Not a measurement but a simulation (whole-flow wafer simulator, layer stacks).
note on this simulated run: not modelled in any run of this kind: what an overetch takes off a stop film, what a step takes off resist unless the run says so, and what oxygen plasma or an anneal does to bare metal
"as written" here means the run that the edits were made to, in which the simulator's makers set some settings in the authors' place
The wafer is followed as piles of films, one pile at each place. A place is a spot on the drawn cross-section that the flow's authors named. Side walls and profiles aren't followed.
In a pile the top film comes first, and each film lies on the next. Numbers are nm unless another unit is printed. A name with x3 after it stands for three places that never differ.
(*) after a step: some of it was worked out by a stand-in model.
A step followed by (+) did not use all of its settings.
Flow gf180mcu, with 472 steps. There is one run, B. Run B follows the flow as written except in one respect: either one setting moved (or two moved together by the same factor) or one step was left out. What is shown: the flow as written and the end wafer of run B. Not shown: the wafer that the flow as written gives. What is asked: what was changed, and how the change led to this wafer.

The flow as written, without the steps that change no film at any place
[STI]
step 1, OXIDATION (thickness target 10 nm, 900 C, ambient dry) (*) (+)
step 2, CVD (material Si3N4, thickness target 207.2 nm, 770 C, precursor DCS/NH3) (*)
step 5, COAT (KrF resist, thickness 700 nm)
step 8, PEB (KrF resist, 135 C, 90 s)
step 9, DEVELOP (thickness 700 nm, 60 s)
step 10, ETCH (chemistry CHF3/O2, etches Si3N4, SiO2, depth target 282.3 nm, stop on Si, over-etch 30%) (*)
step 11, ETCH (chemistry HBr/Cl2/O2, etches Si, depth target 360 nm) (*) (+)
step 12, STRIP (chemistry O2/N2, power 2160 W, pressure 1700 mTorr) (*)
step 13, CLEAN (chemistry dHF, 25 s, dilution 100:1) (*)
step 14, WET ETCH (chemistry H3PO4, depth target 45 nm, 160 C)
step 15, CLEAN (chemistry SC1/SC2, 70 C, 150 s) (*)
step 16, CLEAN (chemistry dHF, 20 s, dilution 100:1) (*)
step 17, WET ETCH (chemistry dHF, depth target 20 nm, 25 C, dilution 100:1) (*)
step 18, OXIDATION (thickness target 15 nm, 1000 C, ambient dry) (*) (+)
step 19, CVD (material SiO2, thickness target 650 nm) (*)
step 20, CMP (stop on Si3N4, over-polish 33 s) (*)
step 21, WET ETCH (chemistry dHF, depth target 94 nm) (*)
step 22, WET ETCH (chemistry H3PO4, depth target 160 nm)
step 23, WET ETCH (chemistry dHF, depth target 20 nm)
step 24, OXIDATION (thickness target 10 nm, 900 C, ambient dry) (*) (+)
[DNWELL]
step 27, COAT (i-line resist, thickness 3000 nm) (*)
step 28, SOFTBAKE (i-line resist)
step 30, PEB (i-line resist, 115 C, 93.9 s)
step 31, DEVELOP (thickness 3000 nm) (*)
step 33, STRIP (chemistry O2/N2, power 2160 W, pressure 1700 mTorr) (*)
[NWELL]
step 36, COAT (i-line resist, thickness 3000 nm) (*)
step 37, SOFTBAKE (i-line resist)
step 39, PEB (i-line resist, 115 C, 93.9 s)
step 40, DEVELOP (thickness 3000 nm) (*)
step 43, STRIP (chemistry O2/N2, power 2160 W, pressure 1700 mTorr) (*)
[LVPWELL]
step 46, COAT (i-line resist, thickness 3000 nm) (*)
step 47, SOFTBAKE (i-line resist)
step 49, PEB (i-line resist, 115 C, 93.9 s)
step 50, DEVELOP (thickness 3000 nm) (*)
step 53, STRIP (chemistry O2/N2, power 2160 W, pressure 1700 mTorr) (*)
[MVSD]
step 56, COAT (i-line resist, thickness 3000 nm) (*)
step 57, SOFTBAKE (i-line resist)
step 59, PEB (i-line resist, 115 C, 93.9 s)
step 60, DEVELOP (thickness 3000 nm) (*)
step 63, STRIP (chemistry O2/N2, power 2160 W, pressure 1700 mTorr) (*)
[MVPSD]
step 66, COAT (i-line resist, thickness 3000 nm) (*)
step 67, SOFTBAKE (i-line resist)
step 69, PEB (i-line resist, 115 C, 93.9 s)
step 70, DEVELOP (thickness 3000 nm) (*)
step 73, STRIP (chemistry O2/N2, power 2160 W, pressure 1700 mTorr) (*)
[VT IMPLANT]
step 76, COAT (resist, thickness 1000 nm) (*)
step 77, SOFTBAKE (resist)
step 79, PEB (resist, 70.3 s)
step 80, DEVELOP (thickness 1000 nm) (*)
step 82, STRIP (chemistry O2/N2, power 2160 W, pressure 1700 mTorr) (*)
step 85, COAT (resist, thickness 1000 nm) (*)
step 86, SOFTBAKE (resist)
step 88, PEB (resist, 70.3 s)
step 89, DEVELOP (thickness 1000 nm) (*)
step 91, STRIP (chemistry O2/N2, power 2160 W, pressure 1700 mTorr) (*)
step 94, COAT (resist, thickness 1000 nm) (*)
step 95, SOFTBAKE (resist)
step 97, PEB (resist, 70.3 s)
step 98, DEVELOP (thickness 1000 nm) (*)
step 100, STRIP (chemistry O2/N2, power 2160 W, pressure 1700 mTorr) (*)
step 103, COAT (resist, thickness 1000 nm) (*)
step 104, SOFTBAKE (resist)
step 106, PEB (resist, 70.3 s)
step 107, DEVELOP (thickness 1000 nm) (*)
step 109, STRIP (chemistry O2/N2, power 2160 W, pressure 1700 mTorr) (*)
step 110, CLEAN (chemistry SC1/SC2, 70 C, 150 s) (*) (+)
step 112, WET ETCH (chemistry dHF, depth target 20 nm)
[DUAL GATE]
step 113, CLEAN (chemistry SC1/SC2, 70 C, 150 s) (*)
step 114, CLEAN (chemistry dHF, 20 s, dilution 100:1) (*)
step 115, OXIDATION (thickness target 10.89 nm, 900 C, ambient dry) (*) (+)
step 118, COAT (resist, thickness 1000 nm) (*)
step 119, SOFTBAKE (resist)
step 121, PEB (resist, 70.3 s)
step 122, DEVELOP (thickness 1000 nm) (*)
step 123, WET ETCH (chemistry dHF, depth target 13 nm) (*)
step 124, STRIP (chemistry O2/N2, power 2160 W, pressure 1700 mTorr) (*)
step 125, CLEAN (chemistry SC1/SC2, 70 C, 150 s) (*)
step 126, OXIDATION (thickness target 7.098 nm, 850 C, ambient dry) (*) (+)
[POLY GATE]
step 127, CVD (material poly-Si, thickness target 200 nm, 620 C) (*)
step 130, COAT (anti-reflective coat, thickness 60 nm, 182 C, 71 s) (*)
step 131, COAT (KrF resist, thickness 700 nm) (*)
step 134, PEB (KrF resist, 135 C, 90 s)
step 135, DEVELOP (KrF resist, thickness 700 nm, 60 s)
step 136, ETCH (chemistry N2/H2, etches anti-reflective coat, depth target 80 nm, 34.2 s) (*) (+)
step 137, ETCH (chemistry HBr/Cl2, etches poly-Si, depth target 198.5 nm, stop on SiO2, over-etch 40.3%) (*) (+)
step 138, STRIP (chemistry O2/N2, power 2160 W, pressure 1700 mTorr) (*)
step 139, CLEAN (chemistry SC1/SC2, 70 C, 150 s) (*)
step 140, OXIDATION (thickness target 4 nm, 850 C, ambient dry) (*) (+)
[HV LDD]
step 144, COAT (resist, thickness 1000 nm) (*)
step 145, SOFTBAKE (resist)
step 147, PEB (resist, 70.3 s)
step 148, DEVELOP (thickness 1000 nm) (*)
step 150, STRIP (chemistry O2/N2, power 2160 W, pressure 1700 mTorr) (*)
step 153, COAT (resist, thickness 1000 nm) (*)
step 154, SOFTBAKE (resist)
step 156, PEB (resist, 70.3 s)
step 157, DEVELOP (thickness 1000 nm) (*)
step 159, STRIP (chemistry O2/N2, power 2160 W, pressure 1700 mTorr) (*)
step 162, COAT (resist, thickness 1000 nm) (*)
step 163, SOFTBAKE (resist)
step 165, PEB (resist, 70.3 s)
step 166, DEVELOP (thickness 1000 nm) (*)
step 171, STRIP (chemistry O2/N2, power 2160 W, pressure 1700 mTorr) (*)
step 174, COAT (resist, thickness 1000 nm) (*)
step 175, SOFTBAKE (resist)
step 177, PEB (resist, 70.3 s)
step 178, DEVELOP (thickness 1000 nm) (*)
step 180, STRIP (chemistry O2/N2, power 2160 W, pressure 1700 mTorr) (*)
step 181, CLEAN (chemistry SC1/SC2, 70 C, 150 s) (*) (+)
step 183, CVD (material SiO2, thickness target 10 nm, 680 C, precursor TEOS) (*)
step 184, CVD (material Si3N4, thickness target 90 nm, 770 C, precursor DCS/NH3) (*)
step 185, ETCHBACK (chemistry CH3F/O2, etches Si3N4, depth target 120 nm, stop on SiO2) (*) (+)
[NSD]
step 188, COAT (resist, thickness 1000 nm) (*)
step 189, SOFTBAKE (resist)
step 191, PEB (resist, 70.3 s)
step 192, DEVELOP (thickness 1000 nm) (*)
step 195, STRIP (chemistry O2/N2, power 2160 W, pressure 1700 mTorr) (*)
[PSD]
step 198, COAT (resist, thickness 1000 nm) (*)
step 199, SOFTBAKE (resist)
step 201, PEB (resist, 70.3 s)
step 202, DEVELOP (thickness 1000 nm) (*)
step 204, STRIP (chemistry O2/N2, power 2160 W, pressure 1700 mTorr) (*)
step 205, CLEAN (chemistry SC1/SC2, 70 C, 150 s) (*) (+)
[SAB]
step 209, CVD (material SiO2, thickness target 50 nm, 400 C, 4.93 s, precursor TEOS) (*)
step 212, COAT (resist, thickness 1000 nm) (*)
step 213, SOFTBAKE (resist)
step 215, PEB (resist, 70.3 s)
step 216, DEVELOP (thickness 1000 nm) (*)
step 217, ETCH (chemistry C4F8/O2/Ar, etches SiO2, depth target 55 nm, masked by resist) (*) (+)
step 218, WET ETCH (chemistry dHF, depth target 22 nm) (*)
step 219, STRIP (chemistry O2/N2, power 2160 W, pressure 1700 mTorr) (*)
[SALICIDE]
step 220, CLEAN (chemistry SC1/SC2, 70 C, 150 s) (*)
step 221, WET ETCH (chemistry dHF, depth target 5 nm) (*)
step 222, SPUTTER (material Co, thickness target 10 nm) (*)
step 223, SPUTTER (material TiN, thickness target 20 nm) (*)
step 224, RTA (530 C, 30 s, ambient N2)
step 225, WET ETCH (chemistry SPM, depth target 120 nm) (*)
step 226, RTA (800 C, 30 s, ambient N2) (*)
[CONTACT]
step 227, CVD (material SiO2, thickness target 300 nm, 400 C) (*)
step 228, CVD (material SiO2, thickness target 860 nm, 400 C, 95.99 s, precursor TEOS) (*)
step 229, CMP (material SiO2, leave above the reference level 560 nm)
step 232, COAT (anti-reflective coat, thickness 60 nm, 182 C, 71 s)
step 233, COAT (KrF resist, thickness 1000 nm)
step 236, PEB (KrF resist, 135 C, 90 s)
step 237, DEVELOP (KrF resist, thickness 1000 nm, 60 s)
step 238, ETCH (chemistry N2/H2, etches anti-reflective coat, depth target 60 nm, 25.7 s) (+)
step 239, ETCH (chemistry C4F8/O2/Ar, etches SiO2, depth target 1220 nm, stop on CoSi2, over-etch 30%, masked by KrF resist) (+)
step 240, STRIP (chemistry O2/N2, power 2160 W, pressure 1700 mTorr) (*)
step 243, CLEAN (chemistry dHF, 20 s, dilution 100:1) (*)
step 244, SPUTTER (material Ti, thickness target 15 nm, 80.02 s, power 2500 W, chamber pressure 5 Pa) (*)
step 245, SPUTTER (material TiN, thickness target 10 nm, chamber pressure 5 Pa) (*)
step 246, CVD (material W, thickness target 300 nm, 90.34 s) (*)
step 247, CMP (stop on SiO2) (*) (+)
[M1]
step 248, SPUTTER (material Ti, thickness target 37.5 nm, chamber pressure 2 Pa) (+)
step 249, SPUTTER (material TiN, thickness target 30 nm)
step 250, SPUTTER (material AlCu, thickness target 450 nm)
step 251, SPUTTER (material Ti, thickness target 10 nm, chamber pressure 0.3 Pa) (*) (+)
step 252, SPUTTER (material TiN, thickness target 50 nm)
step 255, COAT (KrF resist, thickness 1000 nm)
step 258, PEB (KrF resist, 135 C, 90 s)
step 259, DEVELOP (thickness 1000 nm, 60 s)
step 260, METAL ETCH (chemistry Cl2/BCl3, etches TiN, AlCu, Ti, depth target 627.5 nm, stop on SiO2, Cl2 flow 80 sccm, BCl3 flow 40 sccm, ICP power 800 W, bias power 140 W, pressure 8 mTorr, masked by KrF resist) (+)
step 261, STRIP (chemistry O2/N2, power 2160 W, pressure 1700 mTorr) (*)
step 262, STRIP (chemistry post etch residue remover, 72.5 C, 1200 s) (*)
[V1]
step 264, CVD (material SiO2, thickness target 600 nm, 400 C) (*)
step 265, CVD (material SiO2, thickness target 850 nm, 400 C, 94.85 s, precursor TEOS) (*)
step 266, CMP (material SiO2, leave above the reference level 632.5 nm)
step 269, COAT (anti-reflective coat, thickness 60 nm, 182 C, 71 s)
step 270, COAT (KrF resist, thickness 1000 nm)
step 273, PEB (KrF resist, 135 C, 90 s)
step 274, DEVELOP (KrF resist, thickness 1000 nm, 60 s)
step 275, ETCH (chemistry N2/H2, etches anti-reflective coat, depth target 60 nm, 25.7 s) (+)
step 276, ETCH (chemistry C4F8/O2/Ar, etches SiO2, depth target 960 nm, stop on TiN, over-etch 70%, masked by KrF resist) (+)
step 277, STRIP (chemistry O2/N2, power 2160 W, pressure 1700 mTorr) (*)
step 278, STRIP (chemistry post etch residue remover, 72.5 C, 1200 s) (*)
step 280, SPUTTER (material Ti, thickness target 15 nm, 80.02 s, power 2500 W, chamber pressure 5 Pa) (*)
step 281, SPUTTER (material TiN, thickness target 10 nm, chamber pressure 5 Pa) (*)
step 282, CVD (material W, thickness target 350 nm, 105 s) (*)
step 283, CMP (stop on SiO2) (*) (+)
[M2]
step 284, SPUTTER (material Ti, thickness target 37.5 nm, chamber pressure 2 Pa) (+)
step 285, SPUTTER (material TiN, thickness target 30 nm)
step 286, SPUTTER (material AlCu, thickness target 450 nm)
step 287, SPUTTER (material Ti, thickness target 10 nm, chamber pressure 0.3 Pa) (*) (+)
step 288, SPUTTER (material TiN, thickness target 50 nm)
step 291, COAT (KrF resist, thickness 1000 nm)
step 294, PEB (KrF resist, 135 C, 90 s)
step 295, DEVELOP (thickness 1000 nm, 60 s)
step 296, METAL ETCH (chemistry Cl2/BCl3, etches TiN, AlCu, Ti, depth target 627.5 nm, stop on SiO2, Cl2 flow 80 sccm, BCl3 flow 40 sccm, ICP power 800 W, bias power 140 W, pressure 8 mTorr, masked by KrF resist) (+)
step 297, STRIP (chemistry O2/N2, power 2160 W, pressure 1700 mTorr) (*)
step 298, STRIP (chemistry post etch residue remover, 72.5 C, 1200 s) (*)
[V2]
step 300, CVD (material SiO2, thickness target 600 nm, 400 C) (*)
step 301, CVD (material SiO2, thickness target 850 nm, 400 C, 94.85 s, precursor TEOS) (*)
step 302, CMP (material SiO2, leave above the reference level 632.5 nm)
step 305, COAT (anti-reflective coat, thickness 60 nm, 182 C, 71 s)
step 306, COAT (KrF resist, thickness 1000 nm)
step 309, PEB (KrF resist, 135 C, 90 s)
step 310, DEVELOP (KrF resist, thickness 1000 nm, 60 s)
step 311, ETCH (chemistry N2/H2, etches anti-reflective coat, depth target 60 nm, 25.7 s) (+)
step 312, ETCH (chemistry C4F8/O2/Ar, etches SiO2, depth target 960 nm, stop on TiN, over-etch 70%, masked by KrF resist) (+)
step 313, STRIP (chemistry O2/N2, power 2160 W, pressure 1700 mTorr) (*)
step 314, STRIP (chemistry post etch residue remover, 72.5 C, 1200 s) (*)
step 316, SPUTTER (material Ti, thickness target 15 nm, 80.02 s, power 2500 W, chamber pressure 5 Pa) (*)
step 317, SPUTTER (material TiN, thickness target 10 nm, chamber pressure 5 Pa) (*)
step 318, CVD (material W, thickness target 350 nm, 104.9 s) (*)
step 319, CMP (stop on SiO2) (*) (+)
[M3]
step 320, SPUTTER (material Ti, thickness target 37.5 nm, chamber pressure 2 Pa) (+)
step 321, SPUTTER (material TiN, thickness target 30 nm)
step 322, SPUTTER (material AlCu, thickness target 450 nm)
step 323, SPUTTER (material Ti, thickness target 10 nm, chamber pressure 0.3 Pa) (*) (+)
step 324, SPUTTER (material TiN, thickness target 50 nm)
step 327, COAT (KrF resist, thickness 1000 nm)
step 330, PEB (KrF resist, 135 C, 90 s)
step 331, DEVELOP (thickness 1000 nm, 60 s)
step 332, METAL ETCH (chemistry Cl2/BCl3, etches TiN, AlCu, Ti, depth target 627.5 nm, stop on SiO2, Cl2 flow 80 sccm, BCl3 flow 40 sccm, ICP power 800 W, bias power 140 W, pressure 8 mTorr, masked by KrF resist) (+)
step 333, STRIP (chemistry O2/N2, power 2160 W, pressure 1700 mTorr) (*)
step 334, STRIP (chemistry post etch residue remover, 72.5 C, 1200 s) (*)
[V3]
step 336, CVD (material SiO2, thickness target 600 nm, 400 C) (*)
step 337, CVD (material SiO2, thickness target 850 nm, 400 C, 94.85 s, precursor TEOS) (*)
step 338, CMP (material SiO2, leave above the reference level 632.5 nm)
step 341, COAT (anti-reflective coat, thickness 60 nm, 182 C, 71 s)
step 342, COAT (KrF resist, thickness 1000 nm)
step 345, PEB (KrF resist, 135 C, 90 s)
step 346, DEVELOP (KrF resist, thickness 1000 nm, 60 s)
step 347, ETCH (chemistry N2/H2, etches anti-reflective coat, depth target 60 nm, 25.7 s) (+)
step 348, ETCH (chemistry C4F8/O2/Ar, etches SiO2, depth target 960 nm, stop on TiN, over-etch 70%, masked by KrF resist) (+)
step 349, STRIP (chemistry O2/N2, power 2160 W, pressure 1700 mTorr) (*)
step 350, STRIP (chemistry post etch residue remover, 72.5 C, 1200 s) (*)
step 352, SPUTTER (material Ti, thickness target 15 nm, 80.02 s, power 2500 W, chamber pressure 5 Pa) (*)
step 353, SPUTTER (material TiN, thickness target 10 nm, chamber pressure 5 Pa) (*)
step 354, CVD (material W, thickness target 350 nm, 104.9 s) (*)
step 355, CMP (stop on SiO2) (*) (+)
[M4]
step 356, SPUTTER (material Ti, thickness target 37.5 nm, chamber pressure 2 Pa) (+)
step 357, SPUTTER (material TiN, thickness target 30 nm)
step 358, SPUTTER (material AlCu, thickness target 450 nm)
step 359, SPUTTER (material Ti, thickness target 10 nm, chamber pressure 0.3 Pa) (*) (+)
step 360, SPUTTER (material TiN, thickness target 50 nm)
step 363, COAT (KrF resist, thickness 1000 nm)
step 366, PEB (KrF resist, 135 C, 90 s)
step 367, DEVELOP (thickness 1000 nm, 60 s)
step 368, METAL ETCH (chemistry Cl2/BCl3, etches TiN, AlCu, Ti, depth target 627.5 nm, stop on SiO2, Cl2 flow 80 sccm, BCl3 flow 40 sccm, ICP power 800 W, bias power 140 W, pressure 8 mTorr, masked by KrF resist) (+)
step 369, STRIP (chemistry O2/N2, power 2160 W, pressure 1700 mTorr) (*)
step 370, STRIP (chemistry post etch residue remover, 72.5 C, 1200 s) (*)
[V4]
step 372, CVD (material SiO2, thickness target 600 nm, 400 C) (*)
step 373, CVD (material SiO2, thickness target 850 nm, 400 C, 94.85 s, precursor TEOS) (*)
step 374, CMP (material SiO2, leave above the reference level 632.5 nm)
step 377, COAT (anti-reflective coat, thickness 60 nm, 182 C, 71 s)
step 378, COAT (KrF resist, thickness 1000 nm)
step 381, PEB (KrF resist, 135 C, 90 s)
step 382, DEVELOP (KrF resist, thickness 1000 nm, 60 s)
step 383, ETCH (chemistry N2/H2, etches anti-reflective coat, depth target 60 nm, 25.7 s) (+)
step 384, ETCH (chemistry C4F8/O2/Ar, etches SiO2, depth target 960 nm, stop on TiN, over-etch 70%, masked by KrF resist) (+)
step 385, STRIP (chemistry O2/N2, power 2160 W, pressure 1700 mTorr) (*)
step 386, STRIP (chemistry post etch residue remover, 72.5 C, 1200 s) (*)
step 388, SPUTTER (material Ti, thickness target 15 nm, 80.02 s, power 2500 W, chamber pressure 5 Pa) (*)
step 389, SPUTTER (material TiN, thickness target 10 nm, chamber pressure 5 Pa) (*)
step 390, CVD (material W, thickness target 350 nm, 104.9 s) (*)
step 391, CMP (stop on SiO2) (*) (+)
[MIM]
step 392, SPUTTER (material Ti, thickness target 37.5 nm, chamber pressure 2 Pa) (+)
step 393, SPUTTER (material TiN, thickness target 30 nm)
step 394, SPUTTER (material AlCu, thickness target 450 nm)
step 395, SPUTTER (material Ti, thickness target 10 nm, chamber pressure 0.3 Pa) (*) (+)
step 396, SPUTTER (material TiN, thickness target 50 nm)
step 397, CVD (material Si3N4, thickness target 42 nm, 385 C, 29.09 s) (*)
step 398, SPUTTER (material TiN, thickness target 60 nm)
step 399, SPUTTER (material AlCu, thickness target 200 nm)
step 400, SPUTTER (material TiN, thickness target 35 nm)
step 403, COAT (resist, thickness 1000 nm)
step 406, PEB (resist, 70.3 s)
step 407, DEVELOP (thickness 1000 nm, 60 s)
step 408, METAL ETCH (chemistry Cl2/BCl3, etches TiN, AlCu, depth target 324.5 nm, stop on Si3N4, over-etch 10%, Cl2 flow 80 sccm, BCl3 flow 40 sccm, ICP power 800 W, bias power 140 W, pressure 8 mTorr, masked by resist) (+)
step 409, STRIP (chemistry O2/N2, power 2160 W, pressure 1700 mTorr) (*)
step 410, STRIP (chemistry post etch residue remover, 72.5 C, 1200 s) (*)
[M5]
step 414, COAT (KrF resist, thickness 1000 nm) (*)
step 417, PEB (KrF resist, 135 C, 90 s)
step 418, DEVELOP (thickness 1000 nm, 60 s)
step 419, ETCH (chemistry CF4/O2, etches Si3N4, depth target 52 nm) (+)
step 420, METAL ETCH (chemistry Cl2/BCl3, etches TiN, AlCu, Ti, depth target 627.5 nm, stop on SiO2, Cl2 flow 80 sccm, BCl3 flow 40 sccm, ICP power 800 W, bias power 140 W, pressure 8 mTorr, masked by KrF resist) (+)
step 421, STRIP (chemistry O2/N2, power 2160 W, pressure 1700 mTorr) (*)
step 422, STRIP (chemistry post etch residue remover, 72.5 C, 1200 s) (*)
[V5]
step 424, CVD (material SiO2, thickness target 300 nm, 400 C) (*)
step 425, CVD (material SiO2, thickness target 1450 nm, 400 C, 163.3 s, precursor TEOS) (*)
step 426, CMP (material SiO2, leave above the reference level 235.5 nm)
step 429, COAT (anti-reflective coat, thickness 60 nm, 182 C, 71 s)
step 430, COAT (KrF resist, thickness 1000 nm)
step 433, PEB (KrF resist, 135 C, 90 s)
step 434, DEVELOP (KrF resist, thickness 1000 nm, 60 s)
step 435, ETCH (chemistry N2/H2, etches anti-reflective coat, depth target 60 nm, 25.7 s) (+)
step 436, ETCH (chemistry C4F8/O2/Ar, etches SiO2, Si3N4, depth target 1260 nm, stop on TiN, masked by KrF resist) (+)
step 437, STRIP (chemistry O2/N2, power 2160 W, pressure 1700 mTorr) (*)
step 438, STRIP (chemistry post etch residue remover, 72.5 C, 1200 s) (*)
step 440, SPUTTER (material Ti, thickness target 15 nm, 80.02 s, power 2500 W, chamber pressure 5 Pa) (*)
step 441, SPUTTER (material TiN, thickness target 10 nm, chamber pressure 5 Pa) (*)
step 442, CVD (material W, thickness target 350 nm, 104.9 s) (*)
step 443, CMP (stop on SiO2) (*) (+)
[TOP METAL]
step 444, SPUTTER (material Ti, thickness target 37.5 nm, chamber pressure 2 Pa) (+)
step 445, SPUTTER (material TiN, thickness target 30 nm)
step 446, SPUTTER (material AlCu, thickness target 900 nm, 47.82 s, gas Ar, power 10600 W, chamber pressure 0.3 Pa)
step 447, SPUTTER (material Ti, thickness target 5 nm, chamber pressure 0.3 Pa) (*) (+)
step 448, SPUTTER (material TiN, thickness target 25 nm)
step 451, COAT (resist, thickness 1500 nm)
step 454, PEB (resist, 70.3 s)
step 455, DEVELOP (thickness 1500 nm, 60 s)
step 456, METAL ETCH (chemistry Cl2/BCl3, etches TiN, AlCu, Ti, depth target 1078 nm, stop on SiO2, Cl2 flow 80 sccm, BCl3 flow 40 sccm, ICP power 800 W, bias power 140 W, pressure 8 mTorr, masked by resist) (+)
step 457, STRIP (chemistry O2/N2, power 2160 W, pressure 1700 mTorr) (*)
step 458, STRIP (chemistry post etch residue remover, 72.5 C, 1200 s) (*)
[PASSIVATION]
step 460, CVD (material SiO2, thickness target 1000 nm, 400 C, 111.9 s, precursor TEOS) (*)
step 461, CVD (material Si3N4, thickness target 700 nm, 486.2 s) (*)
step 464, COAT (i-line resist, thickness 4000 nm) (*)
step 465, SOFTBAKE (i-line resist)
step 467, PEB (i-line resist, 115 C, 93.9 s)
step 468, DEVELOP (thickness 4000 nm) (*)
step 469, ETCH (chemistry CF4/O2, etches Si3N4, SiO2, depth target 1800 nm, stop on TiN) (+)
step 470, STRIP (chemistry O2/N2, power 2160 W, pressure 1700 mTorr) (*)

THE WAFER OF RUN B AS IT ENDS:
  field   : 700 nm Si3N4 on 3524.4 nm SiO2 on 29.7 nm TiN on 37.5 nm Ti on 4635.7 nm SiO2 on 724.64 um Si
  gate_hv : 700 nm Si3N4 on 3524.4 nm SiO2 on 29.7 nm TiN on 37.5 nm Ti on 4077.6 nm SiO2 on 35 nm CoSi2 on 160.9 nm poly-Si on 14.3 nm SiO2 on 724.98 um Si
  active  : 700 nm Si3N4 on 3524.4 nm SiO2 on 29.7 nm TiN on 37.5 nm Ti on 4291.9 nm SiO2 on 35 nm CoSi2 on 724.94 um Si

What caused this: step 368, METAL ETCH: depth target 508.3 nm was run, though the flow has depth target 627.5 nm.

The path from the change to this, step by step:
  step 368, METAL ETCH (chemistry Cl2/BCl3, etches TiN, AlCu, Ti, depth target 627.5 nm, stop on SiO2, Cl2 flow 80 sccm, BCl3 flow 40 sccm, ICP power 800 W, bias power 140 W, pressure 8 mTorr, masked by KrF resist) (+)
      field, field__w1, field__w2 and 103 more: TiN loses 50 (all of it), Ti loses 10 (all of it), AlCu loses 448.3 (it would be, as written: TiN loses 50 (all of it), Ti loses 10 (all of it), AlCu loses 450 (all of it), TiN loses 30 (all of it), Ti loses 37.5 (all of it))
      field__w8, contact, m1, m1__w1, m1_nw: KrF resist loses 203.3 (it would be, as written: KrF resist loses 251)
  step 369, STRIP (chemistry O2/N2, power 2160 W, pressure 1700 mTorr) (*)
      field__w8, contact, m1, m1__w1, m1_nw: KrF resist loses 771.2 (all of it) (it would be, as written: KrF resist loses 723.5 (all of it))
  step 370, STRIP (chemistry post etch residue remover, 72.5 C, 1200 s) (*)
      field, field__w1, field__w2 and 103 more: AlCu loses 1.7 (all of it), TiN loses 0.3 (it would be, as written: nothing)
  step 372, CVD (material SiO2, thickness target 600 nm, 400 C) (*)
      field, field__w1, field__w2 and 103 more: SiO2 gains 600 (new film) (it would be, as written: SiO2 gains 600)
  step 374, CMP (material SiO2, leave above the reference level 632.5 nm)
      field, field__w1, field__w2 and 103 more: SiO2 loses 367.2 (it would be, as written: SiO2 loses 300)
Taking metal films that touch as one body, field has 1 body; the flow as written gives 0 bodies.
Taking metal films that touch as one body, gate_hv has 2 bodies (between them, from the top down: SiO2 4077.6); the flow as written gives 1 body.
Taking metal films that touch as one body, active has 2 bodies (between them, from the top down: SiO2 4291.9); the flow as written gives 1 body.
